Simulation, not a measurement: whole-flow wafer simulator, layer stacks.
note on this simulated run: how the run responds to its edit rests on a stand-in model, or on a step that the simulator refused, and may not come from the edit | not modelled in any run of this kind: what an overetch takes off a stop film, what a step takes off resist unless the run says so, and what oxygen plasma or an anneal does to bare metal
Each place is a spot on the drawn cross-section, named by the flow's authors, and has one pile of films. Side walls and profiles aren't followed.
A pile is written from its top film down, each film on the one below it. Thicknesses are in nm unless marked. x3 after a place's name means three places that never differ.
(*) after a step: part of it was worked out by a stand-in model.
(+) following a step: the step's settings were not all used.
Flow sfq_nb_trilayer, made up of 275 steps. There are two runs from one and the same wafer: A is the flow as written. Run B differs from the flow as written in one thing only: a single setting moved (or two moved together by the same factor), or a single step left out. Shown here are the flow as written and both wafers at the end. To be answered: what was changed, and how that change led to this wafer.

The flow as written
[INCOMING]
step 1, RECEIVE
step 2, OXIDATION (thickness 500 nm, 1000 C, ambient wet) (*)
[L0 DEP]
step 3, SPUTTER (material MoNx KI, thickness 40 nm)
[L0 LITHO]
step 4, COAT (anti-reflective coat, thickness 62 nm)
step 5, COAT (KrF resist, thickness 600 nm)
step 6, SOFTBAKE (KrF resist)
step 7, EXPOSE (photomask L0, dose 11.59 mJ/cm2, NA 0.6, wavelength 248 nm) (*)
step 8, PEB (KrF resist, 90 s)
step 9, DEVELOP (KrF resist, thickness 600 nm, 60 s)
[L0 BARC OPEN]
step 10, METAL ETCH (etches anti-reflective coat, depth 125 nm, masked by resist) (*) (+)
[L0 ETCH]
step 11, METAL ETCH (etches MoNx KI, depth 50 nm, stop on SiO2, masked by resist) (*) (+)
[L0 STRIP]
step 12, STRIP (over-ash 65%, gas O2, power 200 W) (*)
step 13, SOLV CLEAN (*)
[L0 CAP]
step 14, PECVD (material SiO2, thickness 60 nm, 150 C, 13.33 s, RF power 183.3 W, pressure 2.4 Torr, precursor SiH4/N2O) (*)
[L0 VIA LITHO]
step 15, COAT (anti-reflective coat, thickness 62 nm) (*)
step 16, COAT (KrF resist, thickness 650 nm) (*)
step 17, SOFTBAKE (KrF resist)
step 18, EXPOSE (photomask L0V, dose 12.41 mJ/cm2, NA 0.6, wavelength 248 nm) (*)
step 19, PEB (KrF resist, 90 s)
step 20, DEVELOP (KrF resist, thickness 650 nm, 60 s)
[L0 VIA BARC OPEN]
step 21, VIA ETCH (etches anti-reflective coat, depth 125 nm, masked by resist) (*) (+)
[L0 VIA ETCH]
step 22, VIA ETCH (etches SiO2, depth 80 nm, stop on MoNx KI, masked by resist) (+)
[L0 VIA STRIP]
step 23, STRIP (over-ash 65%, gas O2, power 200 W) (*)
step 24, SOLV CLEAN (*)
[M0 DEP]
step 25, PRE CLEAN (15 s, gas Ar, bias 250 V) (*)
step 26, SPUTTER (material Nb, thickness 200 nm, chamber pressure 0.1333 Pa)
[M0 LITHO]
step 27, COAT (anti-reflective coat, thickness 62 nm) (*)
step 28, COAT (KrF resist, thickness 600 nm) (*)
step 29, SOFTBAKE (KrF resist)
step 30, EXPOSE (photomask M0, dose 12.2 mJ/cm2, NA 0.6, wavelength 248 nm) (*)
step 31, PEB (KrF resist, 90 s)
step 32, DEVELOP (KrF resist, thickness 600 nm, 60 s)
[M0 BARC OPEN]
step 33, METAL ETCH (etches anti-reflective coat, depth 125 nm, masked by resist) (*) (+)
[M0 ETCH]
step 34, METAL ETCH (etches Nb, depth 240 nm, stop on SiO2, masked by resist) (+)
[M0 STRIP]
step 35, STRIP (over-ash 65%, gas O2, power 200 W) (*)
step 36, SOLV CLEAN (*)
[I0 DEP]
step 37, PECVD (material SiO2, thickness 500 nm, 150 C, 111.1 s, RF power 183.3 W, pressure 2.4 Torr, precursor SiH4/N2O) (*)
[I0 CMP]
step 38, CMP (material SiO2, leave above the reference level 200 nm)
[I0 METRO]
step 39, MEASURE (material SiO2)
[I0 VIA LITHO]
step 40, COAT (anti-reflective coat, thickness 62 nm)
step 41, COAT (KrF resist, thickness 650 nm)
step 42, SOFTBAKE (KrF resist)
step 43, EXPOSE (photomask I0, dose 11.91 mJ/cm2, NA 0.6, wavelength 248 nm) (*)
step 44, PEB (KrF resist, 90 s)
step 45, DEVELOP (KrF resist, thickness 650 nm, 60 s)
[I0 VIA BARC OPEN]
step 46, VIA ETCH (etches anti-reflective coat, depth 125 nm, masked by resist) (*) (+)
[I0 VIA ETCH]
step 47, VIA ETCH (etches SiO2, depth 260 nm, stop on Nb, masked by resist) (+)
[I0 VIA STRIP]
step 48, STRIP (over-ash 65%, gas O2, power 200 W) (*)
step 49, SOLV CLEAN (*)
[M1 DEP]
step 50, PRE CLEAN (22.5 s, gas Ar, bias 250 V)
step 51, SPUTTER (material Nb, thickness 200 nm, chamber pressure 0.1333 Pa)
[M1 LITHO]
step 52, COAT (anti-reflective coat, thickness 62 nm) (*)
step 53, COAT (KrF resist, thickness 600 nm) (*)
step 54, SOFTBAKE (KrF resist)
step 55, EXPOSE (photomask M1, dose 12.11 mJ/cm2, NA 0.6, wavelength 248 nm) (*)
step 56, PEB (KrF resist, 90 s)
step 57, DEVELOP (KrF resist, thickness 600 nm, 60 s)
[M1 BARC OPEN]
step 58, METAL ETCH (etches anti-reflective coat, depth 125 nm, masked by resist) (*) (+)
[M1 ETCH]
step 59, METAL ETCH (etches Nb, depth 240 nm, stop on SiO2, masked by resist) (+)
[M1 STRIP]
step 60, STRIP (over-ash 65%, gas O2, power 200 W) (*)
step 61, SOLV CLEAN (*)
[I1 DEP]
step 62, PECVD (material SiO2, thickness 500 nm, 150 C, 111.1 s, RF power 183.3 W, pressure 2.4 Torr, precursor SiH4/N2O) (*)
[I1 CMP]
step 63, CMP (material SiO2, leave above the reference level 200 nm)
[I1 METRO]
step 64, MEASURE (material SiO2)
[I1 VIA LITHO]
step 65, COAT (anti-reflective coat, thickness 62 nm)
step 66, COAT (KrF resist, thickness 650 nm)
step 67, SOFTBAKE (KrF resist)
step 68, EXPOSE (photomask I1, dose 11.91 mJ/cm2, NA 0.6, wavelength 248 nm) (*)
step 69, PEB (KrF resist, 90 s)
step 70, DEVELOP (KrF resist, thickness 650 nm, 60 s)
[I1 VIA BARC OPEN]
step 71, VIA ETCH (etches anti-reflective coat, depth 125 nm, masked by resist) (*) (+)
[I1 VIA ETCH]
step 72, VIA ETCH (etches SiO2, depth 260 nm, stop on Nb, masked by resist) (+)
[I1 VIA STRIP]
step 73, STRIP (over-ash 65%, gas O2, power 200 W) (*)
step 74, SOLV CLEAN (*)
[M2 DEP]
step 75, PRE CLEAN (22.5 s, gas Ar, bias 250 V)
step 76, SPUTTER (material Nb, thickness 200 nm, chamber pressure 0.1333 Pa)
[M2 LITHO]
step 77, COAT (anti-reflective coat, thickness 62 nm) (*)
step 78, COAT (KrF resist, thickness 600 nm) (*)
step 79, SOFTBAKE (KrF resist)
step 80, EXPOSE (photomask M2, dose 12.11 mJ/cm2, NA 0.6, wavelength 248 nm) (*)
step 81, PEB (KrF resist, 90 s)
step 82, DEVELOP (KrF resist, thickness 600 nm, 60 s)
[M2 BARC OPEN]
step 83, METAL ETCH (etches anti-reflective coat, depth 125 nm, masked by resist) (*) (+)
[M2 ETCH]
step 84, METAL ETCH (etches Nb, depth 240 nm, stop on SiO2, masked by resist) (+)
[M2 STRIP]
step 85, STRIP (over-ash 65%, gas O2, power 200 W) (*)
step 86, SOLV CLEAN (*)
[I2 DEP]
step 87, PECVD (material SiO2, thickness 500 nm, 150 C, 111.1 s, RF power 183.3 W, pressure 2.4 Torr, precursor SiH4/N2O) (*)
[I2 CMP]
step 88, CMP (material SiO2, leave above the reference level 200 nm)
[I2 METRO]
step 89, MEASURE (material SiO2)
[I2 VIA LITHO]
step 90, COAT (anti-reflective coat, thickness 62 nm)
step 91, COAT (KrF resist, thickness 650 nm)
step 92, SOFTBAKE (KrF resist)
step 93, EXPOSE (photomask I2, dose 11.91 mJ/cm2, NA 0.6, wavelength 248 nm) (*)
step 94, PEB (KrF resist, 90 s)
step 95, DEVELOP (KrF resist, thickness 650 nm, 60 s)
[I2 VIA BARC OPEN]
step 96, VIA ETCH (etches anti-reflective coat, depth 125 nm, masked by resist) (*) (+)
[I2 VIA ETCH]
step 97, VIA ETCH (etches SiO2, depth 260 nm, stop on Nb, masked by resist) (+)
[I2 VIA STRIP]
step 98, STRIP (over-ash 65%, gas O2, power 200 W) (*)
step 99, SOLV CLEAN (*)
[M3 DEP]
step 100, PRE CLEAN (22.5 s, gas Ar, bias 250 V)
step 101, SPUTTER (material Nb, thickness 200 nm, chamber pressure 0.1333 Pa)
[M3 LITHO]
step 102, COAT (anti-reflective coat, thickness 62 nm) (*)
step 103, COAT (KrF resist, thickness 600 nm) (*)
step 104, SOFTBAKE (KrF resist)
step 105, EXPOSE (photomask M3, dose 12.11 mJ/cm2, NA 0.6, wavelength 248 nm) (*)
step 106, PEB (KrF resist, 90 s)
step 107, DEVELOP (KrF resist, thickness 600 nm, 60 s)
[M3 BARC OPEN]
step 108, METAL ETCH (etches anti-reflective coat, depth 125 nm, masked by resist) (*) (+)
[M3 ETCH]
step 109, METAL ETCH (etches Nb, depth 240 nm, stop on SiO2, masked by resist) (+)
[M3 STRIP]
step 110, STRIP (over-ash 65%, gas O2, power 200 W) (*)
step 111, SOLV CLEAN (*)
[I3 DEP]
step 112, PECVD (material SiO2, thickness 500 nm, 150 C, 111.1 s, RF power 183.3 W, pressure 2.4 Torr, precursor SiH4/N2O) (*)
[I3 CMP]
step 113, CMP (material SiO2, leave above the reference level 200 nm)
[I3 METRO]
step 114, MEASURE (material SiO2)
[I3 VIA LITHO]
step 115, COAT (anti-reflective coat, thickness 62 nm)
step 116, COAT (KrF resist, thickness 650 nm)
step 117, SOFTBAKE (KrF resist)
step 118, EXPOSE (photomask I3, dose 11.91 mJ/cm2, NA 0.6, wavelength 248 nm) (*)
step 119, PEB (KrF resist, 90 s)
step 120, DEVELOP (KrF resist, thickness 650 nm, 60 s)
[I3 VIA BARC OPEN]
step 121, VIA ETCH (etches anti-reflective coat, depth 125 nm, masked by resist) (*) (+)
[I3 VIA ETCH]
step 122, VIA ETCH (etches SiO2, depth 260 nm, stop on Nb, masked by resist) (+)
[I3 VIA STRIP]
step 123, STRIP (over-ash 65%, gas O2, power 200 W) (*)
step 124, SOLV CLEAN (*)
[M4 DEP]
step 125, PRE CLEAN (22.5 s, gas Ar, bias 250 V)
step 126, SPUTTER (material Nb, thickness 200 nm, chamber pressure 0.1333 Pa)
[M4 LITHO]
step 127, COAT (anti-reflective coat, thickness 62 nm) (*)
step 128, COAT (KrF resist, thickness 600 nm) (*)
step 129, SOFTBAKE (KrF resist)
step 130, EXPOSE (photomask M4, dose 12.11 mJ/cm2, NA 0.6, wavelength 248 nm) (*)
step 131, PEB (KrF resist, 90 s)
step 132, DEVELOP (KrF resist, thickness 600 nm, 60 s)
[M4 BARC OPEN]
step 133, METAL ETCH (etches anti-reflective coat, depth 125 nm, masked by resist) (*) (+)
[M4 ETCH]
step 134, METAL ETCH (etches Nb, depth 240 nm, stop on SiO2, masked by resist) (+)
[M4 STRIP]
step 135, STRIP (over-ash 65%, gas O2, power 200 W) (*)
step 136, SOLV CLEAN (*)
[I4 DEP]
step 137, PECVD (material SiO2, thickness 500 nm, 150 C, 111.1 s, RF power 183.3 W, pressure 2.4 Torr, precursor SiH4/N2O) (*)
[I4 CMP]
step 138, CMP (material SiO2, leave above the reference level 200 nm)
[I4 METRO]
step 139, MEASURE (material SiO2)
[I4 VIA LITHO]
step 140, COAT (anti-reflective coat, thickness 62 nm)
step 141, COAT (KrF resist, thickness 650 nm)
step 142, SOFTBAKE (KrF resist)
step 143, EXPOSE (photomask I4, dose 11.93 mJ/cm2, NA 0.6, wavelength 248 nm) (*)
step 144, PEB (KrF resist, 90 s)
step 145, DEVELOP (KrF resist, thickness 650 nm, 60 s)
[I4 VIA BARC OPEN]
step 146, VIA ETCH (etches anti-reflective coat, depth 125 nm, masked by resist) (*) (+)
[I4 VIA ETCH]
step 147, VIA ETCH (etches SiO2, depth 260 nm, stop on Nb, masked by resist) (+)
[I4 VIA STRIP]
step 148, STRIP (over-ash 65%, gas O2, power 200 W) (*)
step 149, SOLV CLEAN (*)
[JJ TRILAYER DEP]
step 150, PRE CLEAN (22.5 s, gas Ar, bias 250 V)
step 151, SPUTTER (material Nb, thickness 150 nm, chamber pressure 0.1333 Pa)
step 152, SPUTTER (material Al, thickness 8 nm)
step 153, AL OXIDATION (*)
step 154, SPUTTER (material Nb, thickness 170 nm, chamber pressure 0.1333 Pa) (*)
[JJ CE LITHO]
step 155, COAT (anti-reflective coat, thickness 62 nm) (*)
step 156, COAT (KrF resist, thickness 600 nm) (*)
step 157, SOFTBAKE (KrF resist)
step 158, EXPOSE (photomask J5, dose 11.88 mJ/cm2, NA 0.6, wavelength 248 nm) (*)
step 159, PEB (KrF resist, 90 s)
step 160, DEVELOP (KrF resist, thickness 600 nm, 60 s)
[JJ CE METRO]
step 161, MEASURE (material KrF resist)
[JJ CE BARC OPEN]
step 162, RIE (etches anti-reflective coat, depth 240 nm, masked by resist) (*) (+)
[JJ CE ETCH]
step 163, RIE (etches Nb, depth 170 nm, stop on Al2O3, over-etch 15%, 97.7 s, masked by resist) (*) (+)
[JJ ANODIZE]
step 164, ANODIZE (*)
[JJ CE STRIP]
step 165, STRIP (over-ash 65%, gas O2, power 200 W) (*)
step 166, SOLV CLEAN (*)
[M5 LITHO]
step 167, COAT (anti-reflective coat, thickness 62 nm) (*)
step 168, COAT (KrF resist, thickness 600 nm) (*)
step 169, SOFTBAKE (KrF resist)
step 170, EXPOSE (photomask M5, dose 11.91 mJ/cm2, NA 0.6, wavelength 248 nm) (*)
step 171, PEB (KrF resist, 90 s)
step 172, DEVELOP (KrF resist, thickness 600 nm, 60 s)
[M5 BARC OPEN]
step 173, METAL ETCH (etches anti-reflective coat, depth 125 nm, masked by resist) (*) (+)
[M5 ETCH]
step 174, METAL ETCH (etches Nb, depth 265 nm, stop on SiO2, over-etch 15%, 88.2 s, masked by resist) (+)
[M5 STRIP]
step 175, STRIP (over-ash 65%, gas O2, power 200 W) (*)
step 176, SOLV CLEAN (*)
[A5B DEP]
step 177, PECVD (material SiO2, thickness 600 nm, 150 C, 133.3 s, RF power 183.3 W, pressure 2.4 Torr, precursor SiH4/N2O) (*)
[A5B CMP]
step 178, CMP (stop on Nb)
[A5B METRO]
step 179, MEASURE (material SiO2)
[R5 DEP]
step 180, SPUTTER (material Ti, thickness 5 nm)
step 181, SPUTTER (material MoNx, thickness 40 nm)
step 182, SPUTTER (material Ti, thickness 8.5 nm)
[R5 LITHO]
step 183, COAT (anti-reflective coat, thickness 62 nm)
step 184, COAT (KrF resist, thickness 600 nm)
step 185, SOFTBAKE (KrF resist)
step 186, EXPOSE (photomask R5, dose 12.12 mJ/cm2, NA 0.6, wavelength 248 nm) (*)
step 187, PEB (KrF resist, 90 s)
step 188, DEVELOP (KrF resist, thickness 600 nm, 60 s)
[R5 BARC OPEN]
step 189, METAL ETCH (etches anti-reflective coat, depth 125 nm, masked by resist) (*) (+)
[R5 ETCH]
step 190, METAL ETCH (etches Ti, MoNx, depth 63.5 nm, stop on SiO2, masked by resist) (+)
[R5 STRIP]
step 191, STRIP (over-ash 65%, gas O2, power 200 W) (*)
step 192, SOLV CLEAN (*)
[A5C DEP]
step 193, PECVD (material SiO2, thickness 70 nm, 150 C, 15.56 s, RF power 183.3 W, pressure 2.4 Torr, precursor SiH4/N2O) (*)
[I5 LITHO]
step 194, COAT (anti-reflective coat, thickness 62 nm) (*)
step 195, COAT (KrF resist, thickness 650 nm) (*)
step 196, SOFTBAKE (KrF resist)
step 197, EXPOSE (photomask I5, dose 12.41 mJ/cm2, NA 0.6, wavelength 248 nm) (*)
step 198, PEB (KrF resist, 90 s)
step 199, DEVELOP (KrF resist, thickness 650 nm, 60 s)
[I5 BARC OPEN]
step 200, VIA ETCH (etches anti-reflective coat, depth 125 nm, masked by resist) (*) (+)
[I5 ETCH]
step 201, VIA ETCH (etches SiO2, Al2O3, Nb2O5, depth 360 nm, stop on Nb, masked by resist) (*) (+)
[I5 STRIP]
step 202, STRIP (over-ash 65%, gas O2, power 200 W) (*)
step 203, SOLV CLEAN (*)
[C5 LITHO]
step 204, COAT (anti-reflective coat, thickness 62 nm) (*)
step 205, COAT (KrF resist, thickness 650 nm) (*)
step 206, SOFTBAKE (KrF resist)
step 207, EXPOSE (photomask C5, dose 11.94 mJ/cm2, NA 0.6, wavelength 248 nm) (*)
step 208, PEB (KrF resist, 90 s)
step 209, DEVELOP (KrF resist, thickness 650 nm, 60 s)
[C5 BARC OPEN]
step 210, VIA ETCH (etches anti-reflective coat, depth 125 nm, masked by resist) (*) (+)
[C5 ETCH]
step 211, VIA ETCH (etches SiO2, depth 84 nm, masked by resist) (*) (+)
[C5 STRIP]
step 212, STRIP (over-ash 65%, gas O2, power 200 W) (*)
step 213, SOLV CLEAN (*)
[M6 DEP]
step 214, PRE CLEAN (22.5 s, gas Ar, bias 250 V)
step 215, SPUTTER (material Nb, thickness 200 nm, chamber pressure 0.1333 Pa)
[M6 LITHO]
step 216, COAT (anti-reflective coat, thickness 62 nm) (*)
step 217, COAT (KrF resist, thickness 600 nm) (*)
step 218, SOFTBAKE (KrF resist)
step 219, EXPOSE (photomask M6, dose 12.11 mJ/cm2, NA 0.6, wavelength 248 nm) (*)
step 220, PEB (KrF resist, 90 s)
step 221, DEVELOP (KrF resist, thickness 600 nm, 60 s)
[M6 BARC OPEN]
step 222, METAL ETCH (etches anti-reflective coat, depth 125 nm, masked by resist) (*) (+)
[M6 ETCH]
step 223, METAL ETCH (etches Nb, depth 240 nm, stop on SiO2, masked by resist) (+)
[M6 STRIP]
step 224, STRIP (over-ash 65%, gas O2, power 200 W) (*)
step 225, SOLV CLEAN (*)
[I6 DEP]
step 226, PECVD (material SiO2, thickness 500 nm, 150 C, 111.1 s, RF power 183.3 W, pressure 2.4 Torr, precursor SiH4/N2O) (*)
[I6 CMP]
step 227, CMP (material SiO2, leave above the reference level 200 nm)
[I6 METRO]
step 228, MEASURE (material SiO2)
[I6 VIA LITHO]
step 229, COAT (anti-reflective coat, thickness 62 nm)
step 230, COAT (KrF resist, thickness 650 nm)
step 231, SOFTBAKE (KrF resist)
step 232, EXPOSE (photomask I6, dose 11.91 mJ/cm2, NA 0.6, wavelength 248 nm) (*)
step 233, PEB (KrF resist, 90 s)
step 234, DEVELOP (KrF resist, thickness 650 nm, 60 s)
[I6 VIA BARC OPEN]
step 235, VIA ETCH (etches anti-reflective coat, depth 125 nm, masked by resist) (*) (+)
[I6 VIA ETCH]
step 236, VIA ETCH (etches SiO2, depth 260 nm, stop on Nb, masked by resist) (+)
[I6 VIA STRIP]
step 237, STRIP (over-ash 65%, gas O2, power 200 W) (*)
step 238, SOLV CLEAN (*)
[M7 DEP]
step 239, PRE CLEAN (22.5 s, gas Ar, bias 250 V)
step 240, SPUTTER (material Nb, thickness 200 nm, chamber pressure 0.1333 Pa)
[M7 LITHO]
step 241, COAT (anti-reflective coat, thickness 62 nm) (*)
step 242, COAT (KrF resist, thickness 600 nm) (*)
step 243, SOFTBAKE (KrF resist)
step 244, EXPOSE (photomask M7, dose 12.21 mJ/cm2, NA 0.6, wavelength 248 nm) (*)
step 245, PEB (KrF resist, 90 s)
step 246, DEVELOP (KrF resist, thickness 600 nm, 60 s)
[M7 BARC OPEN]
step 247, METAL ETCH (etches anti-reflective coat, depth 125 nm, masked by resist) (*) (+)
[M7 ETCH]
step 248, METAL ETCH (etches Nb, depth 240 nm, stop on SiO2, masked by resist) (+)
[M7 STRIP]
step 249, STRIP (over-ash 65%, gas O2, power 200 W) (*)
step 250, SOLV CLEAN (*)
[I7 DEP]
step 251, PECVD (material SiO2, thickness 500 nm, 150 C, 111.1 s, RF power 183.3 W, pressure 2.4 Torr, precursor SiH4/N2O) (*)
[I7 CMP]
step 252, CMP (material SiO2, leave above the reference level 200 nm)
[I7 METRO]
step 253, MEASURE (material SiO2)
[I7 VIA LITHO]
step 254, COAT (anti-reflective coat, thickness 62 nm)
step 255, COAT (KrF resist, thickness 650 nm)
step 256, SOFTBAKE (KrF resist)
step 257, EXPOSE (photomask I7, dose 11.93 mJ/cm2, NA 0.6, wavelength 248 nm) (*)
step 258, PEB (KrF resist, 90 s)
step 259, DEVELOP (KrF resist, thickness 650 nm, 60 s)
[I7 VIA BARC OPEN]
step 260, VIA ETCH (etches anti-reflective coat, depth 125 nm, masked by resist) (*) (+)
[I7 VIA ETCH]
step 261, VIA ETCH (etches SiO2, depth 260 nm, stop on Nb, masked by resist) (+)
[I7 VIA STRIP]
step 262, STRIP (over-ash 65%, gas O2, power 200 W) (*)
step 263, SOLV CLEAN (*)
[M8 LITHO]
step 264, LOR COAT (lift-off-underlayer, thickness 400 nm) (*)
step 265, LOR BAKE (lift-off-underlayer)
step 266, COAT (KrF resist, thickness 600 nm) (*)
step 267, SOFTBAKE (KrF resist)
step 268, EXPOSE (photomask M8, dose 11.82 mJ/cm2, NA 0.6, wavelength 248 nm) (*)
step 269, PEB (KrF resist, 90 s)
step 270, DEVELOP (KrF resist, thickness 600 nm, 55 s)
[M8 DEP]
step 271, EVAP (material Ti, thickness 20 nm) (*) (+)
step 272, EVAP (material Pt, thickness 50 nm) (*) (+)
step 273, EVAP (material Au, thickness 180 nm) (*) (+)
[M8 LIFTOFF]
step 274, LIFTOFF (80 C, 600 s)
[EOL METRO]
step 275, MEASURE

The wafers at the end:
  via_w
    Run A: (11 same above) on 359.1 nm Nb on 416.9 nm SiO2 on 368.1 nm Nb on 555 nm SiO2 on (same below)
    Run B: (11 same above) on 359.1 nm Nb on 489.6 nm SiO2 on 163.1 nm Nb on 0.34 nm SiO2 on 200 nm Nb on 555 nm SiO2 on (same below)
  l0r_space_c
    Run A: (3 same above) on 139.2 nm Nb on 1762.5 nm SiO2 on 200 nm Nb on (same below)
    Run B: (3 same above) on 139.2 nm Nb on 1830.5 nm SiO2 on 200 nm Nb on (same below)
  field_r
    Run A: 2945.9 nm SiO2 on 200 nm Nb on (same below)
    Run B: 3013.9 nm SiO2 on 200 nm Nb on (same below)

What caused this: step 38, CMP: leave above the reference level 268 nm was run, whereas the flow has leave above the reference level 200 nm.

The path from the change to this, step by step:
  step 38, CMP (material SiO2, leave above the reference level 200 nm)
      v_sur, via_wl, via_w and 94 more: A -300 SiO2 | B -232 SiO2
      field_l, l0_sur, l0r_line_l, l0r_line_c, l0r_line_r: A -340 SiO2 | B -272 SiO2
      (and at 4 other places as well)
  step 47, VIA ETCH (etches SiO2, depth 260 nm, stop on Nb, masked by resist) (+)
      via_w: A -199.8 SiO2 (all of it) | B -260 SiO2
  step 50, PRE CLEAN (22.5 s, gas Ar, bias 250 V)
      via_w: A -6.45 Nb | B -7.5 SiO2
  step 51, SPUTTER (material Nb, thickness 200 nm, chamber pressure 0.1333 Pa)
      via_w: A +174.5 Nb | B +163.1 Nb (new film)
  step 52, COAT (anti-reflective coat, thickness 62 nm) (*)
      via_w: A +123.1 anti-reflective coat (new film) | B +136.1 anti-reflective coat (new film)
      via_wr: A +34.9 anti-reflective coat (new film) | B +33.2 anti-reflective coat (new film)
  step 53, COAT (KrF resist, thickness 600 nm) (*)
      via_w: A +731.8 KrF resist (new film) | B +781.6 KrF resist (new film)
  step 60, STRIP (over-ash 65%, gas O2, power 200 W) (*)
      via_w: A -513.8 KrF resist (all of it), -123.1 anti-reflective coat (all of it) | B -563.6 KrF resist (all of it), -136.1 anti-reflective coat (all of it)
      via_wr: A -384.4 KrF resist (all of it), -34.9 anti-reflective coat (all of it) | B -378.6 KrF resist (all of it), -33.2 anti-reflective coat (all of it)
  step 62, PECVD (material SiO2, thickness 500 nm, 150 C, 111.1 s, RF power 183.3 W, pressure 2.4 Torr, precursor SiH4/N2O) (*)
      via_w: A +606 SiO2 (new film) | B +678.7 SiO2 (new film)
If metal films that touch count as one body, via_w has 6 bodies (between them, from the top down: SiO2 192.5; SiO2 427.3 / Al2O3 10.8 / Nb2O5 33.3; SiO2 425.9; SiO2 489.6; SiO2 0.34); the flow as written gives 5 bodies (between them, from the top down: SiO2 192.5; SiO2 427.3 / Al2O3 10.8 / Nb2O5 33.3; SiO2 425.9; SiO2 416.9).
